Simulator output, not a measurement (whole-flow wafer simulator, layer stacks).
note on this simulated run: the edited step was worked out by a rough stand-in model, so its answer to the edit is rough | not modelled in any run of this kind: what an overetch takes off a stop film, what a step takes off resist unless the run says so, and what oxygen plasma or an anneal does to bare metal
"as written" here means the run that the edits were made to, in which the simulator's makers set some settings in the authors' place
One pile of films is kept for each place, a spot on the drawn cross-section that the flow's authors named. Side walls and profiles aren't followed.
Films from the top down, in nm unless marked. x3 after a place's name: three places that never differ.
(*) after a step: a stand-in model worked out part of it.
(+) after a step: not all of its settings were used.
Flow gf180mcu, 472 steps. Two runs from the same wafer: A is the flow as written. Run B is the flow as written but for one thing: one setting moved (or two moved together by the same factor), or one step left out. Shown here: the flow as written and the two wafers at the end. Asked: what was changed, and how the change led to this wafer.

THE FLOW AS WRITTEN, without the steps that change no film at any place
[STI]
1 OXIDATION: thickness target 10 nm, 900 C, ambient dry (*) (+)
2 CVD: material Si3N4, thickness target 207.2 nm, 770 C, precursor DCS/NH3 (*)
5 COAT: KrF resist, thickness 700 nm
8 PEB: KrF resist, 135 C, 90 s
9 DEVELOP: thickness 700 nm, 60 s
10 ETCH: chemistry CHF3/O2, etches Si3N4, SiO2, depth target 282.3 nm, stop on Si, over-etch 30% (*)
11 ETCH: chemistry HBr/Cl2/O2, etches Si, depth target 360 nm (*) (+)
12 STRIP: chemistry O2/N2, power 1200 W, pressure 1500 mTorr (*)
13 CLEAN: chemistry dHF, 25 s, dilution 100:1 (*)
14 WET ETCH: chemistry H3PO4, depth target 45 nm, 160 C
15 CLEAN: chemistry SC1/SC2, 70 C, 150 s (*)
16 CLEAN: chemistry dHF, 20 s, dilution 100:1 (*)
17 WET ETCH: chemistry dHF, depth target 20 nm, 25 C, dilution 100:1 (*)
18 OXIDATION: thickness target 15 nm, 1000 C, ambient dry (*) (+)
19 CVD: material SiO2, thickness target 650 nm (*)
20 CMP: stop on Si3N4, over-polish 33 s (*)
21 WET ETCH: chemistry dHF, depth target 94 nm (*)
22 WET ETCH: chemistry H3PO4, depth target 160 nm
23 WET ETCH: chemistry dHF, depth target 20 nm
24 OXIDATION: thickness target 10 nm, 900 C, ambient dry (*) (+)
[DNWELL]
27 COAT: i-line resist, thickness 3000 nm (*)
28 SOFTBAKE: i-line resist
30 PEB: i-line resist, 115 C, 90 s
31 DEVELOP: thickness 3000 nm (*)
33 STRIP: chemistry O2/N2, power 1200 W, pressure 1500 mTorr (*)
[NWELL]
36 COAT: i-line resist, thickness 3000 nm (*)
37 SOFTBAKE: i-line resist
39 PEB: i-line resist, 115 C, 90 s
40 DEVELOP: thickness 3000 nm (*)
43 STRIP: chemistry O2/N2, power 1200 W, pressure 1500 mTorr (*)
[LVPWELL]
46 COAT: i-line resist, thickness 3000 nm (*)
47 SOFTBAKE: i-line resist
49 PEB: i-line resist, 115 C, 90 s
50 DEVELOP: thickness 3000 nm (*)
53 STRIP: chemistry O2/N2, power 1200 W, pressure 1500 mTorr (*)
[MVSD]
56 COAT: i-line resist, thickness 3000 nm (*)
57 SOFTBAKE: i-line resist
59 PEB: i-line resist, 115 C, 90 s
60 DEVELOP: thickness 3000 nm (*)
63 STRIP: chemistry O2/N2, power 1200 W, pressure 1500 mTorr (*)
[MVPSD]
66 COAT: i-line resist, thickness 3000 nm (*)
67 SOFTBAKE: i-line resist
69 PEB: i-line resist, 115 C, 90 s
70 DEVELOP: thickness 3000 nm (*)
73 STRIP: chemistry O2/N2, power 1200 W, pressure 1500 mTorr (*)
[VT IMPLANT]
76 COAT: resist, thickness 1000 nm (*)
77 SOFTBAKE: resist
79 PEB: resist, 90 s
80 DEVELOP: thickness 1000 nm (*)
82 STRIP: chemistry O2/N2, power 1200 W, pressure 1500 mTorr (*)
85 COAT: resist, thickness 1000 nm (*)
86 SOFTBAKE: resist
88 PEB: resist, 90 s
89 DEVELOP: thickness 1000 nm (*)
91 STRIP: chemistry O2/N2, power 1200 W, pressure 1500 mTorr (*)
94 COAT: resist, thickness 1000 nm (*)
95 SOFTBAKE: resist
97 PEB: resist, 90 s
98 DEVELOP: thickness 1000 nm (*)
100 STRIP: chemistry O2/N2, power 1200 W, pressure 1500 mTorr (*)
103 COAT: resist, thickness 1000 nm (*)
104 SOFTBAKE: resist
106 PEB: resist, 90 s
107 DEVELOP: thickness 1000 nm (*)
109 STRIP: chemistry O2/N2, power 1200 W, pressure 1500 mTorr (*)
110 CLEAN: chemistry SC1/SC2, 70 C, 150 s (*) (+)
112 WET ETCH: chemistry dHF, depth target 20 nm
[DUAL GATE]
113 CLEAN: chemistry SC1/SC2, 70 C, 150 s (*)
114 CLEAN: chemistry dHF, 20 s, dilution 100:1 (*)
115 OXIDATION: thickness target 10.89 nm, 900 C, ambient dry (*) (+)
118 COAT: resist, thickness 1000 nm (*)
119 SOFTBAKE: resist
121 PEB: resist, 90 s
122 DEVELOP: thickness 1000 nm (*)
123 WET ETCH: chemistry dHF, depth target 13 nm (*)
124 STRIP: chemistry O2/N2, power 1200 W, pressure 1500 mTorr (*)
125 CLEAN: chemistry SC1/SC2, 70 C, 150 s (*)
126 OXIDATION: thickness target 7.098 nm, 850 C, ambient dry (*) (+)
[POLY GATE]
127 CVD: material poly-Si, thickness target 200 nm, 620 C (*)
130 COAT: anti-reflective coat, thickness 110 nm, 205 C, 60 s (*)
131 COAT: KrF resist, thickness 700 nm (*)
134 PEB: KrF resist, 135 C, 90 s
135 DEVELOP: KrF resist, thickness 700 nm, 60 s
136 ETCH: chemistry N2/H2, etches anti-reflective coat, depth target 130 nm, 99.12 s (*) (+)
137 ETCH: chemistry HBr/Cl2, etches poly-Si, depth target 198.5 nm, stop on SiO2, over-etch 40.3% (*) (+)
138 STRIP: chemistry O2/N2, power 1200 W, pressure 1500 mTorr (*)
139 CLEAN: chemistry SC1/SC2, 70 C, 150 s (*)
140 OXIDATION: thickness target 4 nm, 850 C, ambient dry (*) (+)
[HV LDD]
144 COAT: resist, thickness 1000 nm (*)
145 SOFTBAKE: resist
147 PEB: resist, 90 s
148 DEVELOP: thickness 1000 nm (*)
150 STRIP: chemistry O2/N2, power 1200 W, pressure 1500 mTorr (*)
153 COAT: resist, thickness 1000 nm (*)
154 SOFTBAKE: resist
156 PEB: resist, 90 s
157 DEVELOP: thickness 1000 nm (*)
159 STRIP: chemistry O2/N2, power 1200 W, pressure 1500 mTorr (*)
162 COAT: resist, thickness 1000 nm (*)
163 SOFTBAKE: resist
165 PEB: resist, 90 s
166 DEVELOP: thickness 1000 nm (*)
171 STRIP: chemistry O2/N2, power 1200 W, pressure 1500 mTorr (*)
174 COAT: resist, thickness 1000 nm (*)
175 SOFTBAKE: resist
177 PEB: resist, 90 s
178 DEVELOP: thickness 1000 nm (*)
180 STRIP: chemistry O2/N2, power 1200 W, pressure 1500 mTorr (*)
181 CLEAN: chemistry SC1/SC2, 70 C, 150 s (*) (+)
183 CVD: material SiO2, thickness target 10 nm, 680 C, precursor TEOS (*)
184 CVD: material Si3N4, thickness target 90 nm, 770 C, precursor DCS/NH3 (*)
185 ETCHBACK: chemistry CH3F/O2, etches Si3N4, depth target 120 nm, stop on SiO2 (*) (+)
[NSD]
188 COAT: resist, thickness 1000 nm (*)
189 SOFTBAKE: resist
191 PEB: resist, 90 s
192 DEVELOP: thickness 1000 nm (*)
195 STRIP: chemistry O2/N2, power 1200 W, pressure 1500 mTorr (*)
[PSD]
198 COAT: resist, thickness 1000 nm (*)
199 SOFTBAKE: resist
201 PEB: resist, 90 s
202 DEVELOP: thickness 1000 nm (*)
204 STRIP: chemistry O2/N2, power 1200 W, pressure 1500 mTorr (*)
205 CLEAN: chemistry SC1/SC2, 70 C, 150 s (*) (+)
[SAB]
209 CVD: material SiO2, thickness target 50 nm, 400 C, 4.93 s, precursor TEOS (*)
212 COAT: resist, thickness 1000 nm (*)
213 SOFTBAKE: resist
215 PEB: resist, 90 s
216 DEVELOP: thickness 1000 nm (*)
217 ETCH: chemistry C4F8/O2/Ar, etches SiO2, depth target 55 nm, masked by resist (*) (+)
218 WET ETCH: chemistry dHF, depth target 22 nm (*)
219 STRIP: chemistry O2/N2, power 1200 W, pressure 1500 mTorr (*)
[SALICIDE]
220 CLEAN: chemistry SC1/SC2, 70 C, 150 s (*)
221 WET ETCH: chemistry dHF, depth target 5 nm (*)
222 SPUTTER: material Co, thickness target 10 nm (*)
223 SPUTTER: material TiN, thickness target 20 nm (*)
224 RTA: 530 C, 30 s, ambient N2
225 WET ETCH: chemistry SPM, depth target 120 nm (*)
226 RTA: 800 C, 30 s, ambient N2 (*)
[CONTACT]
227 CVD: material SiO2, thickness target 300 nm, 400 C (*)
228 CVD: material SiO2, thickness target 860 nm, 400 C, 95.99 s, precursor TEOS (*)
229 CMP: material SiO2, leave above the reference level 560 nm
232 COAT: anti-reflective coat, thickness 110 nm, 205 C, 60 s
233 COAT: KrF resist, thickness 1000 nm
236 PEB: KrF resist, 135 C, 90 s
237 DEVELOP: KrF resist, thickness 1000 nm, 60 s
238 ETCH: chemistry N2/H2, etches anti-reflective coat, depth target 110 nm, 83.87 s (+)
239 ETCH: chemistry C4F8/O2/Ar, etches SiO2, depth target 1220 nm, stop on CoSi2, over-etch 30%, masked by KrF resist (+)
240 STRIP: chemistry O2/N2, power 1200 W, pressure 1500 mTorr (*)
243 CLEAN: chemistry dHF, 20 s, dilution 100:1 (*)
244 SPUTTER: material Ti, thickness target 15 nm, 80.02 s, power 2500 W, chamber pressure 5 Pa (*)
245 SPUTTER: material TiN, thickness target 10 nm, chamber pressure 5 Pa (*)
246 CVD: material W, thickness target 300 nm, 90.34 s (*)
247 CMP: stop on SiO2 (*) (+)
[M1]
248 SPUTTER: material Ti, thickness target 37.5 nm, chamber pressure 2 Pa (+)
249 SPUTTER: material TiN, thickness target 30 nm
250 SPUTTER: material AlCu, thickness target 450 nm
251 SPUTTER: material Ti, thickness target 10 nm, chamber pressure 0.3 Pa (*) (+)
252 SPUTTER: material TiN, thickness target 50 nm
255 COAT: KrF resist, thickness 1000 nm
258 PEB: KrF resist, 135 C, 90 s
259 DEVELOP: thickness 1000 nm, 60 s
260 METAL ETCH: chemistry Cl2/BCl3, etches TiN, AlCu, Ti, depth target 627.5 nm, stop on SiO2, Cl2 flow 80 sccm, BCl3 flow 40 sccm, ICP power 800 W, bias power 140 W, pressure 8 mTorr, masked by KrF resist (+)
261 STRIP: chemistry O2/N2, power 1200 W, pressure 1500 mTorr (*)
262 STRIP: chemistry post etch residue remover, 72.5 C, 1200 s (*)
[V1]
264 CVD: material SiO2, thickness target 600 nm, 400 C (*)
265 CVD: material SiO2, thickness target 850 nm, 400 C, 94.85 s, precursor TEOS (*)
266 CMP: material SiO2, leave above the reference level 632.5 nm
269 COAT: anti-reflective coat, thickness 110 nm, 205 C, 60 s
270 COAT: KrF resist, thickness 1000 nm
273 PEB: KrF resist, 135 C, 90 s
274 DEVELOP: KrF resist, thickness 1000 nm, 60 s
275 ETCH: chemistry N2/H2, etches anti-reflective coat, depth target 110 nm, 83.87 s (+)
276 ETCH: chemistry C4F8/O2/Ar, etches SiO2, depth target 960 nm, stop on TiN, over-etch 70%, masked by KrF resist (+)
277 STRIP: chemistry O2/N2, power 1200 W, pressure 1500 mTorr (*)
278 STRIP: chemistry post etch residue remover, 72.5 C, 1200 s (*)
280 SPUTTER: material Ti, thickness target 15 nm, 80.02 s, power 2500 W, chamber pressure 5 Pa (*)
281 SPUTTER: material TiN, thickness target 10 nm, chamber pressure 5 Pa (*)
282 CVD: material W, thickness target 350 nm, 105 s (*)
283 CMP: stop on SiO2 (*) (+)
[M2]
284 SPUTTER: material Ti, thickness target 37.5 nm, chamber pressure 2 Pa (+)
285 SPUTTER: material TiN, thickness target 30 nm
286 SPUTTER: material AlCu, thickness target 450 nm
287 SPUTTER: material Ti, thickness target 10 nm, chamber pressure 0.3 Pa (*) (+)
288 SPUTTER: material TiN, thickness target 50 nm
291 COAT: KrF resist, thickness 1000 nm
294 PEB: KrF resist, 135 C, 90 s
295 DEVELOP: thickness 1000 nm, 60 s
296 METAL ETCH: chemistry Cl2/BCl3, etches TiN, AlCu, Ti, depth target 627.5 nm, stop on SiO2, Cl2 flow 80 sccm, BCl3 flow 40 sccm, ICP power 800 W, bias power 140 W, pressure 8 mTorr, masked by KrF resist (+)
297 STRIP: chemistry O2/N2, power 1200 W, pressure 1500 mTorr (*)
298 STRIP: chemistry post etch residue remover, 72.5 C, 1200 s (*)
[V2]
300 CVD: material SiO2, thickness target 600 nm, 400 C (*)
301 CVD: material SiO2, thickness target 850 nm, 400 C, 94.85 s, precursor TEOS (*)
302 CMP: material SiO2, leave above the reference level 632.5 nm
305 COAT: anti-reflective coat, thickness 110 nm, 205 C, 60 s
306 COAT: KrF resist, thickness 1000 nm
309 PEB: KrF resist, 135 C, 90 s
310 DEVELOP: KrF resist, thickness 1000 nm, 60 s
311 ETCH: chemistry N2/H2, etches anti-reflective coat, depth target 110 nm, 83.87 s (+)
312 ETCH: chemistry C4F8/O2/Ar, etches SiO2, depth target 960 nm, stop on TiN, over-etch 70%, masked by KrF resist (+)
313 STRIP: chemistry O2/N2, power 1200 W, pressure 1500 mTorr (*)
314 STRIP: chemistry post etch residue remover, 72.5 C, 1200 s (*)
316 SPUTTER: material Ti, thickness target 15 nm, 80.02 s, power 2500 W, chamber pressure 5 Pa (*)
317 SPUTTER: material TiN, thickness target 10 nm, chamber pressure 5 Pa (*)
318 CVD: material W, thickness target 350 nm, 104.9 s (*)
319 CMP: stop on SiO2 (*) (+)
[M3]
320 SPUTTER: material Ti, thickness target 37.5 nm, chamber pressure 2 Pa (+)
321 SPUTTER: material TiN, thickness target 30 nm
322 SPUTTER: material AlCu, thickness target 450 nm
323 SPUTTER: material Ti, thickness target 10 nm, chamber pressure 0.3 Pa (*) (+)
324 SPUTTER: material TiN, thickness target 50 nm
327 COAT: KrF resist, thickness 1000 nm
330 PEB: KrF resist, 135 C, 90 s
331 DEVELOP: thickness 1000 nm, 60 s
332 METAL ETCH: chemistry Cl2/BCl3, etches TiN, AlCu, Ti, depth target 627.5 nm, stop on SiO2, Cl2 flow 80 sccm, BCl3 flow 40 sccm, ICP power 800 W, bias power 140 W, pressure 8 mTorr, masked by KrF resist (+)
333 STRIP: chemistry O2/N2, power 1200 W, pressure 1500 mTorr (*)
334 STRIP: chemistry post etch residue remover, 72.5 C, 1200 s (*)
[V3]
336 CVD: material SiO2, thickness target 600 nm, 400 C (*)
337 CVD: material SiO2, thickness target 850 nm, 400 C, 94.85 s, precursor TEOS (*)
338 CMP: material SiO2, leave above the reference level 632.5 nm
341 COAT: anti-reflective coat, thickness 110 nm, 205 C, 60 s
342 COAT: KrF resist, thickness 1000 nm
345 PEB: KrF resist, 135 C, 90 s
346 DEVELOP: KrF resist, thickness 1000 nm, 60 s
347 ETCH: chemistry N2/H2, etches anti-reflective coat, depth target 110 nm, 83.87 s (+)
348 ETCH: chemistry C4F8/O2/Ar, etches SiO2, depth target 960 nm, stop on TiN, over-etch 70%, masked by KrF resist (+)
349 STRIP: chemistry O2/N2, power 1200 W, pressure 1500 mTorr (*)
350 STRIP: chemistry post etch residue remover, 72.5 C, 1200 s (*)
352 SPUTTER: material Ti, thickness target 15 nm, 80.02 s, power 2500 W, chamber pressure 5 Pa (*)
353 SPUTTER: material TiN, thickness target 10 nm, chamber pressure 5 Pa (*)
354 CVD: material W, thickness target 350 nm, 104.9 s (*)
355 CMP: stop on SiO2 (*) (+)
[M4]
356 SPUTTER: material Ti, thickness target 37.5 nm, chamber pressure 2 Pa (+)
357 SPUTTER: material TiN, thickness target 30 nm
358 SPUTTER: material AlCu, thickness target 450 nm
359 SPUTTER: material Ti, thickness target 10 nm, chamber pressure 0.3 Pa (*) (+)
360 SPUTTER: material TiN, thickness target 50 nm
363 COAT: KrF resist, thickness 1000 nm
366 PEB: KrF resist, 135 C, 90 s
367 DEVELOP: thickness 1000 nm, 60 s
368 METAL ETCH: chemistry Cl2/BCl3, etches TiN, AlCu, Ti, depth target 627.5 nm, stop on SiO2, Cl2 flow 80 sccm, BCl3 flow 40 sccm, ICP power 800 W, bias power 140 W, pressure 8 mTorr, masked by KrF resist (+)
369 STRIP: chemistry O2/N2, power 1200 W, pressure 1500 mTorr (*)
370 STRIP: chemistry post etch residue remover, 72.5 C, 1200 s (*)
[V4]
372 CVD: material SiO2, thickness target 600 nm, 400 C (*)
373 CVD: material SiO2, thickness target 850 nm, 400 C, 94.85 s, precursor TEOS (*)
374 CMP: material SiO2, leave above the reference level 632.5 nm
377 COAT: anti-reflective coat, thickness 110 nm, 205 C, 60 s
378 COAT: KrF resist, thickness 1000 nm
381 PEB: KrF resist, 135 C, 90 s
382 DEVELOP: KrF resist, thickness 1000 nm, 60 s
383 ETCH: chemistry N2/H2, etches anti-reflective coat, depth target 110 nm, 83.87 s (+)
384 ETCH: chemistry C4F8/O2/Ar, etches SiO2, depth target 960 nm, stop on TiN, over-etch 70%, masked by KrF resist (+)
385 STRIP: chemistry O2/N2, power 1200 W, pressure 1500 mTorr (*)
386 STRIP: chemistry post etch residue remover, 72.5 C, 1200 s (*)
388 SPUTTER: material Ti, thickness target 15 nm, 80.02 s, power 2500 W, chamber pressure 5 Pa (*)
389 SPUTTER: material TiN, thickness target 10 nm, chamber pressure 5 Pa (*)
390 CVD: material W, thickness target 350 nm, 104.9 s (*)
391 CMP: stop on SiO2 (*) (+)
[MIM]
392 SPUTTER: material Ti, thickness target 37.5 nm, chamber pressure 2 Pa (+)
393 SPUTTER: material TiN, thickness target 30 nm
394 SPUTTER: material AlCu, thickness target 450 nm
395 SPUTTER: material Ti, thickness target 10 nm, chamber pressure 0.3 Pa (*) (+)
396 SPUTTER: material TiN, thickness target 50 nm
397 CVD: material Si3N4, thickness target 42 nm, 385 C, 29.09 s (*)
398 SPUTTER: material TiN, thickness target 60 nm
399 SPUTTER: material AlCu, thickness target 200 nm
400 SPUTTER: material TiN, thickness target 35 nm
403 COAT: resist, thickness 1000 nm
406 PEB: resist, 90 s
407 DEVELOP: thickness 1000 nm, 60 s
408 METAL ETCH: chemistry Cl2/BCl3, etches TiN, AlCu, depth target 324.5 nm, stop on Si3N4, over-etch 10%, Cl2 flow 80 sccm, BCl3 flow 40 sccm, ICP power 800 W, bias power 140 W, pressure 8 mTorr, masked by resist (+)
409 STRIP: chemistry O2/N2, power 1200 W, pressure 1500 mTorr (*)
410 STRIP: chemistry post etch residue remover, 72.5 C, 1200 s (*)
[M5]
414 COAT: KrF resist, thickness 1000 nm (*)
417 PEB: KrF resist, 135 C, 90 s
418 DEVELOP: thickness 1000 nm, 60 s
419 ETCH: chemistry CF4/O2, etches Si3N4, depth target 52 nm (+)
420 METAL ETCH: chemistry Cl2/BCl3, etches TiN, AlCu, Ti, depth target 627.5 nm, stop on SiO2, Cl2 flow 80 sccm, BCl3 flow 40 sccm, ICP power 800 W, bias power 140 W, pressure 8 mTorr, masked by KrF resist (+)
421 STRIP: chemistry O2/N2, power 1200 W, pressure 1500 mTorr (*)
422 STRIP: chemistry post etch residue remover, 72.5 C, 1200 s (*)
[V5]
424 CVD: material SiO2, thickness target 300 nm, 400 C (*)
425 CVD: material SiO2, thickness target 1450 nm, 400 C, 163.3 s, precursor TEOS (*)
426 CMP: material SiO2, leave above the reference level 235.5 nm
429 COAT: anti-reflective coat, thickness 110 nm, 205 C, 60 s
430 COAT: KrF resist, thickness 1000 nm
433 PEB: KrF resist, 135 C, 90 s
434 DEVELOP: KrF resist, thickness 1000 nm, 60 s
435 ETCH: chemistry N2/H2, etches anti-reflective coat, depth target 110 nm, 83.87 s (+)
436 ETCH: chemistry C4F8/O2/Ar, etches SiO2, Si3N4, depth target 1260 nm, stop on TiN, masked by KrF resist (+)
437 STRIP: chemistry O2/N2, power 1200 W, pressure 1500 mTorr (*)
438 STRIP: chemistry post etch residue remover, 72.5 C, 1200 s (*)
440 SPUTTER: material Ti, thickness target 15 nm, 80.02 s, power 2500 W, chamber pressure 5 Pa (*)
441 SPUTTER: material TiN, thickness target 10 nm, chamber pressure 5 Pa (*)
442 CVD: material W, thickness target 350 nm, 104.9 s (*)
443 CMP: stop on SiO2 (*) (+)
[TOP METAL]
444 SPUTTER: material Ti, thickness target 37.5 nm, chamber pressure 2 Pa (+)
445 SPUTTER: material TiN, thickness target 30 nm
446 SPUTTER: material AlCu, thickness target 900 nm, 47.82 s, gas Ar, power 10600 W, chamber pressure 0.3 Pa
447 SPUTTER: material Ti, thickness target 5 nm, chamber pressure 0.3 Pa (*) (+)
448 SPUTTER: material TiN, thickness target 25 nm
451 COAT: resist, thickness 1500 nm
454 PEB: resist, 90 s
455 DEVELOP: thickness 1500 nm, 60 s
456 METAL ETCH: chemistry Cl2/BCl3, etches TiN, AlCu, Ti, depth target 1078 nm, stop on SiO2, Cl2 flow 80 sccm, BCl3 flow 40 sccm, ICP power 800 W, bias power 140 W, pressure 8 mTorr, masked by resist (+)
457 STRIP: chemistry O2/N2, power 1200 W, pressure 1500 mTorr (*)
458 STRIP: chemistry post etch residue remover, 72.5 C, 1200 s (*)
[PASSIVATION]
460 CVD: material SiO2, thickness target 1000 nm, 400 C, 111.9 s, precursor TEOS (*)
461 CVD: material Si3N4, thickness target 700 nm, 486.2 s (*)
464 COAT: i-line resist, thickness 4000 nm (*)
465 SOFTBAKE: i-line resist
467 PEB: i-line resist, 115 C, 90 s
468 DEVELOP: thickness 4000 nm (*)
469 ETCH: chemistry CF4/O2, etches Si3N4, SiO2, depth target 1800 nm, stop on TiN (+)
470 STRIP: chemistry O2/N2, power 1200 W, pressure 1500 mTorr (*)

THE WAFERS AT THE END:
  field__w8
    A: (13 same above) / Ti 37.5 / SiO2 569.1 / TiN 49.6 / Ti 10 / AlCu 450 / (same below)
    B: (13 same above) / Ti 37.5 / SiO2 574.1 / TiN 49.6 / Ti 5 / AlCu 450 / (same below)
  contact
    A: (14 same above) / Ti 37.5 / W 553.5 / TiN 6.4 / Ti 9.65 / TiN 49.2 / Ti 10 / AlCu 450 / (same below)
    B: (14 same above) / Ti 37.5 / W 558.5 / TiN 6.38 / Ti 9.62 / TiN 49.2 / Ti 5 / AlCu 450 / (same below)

The cause: step 359, SPUTTER: thickness target 5 nm was run, where the flow has thickness target 10 nm.
It can be read off the wafer: field__w8 has Ti 5, and step 359 as written asks for 10 nm.

How the change led to this, step by step:
  359 SPUTTER: material Ti, thickness target 10 nm, chamber pressure 0.3 Pa (*) (+)
      field, field__w1, field__w2 and 108 more: A Ti +10 (new film) | B Ti +5 (new film)
  368 METAL ETCH: chemistry Cl2/BCl3, etches TiN, AlCu, Ti, depth target 627.5 nm, stop on SiO2, Cl2 flow 80 sccm, BCl3 flow 40 sccm, ICP power 800 W, bias power 140 W, pressure 8 mTorr, masked by KrF resist (+)
      field, field__w1, field__w2 and 103 more: A TiN -50 (all of it), Ti -10 (all of it), AlCu -450 (all of it), TiN -30 (all of it), Ti -37.5 (all of it) | B TiN -50 (all of it), Ti -5 (all of it), AlCu -450 (all of it), TiN -30 (all of it), Ti -37.5 (all of it)
